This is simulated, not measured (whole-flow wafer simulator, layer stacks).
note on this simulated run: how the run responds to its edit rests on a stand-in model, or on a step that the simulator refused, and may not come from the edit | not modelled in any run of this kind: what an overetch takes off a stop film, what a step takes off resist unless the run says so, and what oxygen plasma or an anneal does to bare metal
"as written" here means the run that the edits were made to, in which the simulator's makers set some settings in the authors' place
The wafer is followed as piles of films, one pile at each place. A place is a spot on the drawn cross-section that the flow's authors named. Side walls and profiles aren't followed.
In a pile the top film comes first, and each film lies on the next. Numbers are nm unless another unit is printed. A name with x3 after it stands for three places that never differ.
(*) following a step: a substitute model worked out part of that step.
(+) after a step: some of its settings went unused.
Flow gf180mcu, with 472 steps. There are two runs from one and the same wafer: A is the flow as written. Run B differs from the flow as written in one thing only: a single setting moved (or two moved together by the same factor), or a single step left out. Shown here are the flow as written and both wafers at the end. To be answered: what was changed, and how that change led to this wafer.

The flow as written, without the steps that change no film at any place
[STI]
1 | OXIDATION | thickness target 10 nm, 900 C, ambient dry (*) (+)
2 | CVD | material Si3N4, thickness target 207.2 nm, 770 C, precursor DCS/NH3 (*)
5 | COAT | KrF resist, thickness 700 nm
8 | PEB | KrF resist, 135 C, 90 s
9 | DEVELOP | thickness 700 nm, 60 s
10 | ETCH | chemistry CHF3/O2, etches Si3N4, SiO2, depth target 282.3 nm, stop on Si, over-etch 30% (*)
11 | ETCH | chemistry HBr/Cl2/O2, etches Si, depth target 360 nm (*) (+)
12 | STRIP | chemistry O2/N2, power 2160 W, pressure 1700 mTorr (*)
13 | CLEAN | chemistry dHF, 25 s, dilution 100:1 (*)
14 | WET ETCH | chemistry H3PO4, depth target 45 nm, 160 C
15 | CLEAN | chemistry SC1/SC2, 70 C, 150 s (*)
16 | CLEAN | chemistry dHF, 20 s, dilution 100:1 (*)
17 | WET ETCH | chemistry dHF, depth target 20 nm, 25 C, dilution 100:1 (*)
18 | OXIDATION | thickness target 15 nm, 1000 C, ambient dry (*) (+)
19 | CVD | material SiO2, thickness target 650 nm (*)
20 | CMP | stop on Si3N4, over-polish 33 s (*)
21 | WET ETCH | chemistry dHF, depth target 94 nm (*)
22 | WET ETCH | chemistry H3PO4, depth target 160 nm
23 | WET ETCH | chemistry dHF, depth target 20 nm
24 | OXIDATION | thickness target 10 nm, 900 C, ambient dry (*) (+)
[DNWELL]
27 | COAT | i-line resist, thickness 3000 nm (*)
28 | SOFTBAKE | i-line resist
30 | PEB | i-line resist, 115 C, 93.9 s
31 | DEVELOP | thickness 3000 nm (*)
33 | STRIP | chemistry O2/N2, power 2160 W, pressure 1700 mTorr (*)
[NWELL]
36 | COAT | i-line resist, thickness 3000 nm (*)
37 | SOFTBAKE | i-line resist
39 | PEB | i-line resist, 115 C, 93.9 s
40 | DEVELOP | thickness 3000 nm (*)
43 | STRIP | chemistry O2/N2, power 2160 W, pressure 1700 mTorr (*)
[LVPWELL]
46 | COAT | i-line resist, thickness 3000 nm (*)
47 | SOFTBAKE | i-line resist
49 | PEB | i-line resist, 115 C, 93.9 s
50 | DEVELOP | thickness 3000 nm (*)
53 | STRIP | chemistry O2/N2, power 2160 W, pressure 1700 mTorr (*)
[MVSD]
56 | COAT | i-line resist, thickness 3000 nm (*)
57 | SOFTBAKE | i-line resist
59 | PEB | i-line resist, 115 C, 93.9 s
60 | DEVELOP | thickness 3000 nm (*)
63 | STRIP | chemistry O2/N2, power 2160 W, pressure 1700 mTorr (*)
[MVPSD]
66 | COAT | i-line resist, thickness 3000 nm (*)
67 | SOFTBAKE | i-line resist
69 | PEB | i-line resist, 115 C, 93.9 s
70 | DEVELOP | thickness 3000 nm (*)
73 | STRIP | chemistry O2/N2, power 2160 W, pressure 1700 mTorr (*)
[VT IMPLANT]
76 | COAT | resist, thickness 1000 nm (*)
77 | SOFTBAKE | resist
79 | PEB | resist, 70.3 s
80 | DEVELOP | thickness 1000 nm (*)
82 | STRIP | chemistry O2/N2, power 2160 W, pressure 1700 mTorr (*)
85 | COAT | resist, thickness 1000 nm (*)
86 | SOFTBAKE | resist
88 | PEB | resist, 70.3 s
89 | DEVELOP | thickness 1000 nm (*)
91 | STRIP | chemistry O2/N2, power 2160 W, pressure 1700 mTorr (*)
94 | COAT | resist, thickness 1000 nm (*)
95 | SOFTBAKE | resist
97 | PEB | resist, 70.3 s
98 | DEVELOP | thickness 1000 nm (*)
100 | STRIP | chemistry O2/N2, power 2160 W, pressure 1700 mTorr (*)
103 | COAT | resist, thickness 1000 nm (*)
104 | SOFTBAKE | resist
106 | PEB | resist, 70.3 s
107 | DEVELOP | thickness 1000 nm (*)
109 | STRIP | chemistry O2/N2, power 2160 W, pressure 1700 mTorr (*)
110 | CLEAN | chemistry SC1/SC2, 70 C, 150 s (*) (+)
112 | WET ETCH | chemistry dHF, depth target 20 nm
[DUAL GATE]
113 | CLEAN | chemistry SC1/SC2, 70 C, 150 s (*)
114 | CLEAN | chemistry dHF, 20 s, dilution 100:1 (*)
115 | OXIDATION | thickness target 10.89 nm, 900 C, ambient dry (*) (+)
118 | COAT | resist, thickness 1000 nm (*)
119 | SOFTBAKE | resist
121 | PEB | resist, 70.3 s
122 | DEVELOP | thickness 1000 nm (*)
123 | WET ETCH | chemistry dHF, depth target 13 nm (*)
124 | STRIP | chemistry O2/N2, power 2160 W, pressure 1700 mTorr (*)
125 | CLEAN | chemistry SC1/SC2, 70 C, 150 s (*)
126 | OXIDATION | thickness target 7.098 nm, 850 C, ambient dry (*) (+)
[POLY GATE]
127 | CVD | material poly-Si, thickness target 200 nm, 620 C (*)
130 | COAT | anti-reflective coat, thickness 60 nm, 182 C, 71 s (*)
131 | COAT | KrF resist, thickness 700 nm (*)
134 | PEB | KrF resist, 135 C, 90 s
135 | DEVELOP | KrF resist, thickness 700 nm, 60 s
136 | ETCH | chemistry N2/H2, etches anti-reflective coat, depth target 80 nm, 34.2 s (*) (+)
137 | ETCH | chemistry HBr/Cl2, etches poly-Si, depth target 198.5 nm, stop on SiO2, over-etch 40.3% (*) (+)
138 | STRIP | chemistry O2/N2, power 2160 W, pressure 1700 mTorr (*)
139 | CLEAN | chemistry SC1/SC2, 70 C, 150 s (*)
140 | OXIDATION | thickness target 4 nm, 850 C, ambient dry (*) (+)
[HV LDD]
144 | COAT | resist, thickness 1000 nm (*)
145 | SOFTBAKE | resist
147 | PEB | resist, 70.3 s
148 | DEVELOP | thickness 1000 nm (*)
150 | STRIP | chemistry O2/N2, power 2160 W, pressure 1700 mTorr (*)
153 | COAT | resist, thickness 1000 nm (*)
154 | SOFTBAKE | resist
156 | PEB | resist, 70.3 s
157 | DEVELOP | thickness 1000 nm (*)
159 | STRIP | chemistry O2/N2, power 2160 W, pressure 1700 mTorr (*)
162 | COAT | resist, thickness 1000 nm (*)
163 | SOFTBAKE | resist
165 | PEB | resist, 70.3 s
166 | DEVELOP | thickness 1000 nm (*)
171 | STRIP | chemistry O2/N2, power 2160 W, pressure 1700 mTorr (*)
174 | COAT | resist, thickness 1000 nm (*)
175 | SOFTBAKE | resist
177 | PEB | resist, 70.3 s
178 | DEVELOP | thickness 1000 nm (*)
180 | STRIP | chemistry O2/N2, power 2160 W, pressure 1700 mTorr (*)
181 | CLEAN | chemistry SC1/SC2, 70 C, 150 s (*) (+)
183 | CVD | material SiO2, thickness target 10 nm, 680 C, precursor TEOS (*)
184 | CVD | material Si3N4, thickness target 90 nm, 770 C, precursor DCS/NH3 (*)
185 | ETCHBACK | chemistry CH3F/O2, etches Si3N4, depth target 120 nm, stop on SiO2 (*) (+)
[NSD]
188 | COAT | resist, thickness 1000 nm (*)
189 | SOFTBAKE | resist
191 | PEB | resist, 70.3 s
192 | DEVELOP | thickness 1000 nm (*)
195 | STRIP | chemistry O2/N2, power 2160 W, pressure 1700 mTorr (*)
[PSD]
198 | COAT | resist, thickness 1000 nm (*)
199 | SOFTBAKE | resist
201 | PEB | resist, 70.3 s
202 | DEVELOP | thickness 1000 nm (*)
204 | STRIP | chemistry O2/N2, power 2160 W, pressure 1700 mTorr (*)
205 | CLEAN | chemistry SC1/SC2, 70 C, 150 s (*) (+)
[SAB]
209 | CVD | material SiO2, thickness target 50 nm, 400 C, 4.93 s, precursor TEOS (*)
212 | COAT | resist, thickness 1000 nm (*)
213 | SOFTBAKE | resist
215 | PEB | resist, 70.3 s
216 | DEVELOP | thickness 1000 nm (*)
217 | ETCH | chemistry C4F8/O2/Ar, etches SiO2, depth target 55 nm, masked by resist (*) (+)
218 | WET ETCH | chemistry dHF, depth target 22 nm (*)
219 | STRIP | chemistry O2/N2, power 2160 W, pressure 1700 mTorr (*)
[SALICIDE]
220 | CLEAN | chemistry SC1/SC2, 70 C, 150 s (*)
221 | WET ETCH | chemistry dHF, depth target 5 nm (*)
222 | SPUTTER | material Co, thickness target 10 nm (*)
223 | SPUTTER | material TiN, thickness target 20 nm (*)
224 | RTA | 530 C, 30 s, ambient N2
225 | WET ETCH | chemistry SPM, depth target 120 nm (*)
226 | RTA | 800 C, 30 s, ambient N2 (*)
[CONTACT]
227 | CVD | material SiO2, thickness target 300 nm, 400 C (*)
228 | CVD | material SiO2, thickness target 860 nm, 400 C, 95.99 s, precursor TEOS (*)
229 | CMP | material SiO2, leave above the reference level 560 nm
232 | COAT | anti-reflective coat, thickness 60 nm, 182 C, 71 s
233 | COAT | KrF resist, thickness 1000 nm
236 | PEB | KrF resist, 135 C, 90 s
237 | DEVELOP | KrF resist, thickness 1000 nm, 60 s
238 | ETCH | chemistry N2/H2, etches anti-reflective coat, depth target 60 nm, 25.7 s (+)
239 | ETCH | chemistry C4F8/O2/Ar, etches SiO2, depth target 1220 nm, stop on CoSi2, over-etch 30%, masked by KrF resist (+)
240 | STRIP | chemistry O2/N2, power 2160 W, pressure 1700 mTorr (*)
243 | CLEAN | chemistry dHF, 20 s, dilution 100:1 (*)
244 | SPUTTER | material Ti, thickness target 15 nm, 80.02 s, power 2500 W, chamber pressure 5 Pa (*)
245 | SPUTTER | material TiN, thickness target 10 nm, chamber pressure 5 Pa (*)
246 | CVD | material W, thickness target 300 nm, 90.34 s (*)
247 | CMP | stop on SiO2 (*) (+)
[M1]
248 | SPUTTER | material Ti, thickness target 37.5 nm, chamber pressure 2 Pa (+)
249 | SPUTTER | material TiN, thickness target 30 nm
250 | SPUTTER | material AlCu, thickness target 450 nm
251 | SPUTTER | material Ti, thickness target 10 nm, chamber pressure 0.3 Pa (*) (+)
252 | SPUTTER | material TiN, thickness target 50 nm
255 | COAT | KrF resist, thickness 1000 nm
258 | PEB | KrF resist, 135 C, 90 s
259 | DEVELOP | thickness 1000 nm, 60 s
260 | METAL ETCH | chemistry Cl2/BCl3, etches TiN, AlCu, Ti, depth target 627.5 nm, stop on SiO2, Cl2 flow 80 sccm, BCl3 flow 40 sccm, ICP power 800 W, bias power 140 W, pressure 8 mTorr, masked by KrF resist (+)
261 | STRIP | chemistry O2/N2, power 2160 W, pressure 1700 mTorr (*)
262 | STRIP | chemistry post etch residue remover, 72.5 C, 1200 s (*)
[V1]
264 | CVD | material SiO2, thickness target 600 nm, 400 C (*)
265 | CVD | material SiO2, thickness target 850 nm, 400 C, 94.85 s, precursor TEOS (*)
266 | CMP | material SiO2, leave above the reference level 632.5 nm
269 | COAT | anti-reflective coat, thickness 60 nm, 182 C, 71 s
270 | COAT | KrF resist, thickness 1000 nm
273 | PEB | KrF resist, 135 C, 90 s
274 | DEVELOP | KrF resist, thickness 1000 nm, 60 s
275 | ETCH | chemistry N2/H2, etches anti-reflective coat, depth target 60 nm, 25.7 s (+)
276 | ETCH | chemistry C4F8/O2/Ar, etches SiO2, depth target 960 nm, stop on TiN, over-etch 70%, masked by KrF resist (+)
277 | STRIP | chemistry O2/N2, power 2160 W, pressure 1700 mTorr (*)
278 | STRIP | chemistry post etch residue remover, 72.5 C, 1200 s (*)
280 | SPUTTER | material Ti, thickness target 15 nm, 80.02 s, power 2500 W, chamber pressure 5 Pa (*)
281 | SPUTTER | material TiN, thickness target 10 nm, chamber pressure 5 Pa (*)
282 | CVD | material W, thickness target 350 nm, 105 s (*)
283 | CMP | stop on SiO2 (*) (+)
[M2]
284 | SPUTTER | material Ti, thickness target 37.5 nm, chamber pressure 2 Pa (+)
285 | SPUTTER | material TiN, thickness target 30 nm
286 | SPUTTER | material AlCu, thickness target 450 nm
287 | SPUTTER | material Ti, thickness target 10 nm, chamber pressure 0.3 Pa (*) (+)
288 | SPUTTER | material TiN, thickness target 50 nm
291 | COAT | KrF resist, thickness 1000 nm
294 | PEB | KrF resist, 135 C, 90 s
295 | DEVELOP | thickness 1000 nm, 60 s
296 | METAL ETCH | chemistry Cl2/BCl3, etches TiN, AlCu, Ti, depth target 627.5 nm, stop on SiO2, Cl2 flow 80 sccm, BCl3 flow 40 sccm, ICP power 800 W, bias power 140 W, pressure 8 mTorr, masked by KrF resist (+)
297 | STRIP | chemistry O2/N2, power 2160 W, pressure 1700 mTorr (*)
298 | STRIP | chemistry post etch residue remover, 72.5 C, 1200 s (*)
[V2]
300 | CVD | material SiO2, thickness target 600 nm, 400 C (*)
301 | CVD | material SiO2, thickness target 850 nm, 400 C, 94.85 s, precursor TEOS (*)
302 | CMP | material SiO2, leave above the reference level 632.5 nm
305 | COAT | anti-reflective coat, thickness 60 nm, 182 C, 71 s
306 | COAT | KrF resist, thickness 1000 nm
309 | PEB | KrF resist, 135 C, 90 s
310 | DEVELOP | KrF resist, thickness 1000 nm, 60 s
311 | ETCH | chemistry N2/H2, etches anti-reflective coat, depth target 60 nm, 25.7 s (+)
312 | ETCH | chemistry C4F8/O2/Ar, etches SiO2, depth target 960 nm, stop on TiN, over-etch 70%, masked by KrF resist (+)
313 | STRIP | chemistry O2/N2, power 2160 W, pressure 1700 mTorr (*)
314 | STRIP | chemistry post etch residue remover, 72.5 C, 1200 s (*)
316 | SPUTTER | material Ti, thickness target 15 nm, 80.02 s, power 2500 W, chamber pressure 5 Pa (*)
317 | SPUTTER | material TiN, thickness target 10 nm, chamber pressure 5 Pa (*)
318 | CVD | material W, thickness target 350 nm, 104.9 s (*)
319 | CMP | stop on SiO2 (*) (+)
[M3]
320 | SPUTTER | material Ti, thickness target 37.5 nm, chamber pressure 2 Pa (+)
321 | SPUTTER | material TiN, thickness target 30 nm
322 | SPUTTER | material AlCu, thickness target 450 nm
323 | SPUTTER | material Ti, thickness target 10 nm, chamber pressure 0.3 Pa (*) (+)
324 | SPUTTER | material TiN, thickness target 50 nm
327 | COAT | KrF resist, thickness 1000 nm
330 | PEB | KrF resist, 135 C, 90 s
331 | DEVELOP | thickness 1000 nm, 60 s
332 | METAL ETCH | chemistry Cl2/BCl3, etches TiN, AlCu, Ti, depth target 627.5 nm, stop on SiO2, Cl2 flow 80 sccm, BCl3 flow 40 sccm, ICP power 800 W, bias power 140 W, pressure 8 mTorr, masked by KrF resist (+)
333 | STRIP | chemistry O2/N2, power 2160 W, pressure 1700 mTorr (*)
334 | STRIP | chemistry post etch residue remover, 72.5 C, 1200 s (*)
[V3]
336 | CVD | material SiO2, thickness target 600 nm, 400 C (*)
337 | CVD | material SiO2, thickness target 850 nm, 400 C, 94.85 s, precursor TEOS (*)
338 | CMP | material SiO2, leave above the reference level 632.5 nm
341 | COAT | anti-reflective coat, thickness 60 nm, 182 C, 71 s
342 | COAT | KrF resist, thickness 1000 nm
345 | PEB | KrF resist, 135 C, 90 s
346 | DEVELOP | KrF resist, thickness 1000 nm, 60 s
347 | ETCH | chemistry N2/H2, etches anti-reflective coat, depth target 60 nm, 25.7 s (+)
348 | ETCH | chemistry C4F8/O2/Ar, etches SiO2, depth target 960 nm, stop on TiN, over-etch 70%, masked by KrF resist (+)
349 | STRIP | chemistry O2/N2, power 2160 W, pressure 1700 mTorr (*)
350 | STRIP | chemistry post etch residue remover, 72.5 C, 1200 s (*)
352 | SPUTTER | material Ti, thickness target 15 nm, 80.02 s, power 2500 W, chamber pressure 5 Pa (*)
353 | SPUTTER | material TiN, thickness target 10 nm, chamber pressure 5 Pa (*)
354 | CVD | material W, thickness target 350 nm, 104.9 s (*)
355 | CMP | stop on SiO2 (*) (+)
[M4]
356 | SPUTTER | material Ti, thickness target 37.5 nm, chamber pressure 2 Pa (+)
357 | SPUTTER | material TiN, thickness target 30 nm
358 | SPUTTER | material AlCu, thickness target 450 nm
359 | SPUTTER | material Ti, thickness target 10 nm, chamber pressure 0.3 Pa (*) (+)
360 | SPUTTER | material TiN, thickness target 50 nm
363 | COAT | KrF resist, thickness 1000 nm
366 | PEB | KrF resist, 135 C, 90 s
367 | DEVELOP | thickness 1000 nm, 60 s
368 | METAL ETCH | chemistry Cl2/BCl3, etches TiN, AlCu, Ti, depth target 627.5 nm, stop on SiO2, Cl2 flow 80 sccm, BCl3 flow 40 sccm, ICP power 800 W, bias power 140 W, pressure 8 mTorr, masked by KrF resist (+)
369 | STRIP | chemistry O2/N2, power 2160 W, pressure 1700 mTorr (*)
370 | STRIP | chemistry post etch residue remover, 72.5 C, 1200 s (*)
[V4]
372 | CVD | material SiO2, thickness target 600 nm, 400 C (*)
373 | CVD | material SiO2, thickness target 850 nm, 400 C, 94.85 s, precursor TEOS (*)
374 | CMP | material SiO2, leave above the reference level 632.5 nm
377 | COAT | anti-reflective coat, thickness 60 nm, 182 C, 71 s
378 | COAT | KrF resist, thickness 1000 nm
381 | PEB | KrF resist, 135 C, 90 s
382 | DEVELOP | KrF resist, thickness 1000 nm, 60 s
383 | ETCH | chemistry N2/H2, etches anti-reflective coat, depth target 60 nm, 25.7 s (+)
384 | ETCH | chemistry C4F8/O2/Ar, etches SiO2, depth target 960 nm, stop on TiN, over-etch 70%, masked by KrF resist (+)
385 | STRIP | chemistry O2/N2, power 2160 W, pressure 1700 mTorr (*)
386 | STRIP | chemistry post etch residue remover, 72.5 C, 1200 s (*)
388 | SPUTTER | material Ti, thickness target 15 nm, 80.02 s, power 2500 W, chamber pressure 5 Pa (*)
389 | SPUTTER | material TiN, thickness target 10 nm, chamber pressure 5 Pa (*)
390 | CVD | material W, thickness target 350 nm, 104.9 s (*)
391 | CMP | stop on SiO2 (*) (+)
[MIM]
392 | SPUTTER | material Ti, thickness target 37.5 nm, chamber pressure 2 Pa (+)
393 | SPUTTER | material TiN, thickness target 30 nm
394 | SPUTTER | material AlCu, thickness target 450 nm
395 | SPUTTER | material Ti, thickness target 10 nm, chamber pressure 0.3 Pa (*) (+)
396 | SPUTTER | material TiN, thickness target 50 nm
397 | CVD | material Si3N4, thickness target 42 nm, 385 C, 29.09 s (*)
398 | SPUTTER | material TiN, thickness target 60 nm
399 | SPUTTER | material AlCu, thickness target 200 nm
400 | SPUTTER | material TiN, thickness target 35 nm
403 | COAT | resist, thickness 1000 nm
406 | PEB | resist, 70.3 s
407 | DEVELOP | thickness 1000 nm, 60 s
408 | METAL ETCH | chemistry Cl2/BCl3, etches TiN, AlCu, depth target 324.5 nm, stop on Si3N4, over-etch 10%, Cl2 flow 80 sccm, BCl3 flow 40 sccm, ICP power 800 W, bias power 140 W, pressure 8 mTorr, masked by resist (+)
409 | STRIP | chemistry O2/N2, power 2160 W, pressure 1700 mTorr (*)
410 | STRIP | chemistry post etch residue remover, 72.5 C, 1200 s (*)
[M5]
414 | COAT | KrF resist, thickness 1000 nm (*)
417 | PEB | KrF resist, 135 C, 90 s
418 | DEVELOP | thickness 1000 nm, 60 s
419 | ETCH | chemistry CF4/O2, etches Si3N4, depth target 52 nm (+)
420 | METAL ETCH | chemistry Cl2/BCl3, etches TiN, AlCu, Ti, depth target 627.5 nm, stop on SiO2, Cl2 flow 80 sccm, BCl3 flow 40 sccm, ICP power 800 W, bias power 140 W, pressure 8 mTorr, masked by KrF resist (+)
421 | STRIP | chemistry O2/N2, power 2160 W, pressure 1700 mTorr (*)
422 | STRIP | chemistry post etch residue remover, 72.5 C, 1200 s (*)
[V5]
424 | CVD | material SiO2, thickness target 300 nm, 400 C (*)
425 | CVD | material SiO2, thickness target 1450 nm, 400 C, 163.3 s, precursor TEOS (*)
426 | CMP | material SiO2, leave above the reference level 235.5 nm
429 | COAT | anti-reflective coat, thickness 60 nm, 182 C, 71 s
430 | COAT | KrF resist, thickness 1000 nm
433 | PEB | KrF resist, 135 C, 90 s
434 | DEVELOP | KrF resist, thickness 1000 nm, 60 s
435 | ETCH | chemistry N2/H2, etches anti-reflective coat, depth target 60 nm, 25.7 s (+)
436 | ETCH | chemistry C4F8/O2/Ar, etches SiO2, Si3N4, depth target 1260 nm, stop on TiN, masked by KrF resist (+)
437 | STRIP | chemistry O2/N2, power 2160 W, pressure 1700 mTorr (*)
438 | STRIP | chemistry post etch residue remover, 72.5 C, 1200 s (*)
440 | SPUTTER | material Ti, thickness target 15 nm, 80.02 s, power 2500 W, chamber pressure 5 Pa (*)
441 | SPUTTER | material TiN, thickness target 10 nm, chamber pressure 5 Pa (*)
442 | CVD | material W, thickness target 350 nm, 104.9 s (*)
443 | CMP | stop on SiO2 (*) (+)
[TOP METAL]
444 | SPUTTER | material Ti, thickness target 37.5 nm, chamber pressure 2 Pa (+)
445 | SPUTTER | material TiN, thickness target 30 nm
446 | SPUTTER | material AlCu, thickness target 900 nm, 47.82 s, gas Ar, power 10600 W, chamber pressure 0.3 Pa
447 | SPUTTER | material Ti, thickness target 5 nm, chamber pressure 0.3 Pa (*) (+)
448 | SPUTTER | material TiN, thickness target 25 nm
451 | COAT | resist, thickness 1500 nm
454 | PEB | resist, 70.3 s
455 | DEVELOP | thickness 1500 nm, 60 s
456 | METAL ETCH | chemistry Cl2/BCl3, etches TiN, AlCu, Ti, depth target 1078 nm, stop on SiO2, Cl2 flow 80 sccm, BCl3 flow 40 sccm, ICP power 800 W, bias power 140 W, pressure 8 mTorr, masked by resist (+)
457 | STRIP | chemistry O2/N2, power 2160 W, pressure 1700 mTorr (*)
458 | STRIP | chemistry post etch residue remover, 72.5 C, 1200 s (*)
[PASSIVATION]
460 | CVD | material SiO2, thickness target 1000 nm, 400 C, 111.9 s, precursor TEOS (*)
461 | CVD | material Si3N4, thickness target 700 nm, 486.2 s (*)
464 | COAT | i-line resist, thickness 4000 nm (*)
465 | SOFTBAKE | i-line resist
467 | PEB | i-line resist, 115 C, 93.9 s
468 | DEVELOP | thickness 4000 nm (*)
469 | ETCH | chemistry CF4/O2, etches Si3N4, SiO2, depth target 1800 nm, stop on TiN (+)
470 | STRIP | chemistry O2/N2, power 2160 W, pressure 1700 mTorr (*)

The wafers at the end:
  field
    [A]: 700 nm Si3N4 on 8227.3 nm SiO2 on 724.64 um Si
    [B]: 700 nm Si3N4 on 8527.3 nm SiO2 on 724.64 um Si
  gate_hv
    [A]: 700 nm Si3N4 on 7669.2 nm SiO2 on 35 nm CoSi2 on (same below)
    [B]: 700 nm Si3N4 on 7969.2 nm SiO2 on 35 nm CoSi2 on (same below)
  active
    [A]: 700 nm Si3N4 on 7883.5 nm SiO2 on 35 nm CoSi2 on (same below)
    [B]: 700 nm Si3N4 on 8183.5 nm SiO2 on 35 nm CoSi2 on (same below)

What caused this: step 266, CMP: leave above the reference level 932.9 nm was run, though the flow has leave above the reference level 632.5 nm.

Step by step, how the change led to this:
  266 | CMP | material SiO2, leave above the reference level 632.5 nm
      field, field__w1, field__w2 and 99 more: A -300 SiO2 | B nothing
      field__w8, contact, m1 and 6 more: A -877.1 SiO2 | B -576.7 SiO2
  276 | ETCH | chemistry C4F8/O2/Ar, etches SiO2, depth target 960 nm, stop on TiN, over-etch 70%, masked by KrF resist (+)
      contact: A -572.5 SiO2 (all of it) | B -872.9 SiO2 (all of it)
  280 | SPUTTER | material Ti, thickness target 15 nm, 80.02 s, power 2500 W, chamber pressure 5 Pa (*)
      contact: A +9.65 Ti (new film) | B +8.11 Ti (new film)
  281 | SPUTTER | material TiN, thickness target 10 nm, chamber pressure 5 Pa (*)
      contact: A +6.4 TiN (new film) | B +5.38 TiN (new film)
  282 | CVD | material W, thickness target 350 nm, 105 s (*)
      contact: A +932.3 W (new film) | B +1234.8 W (new film)
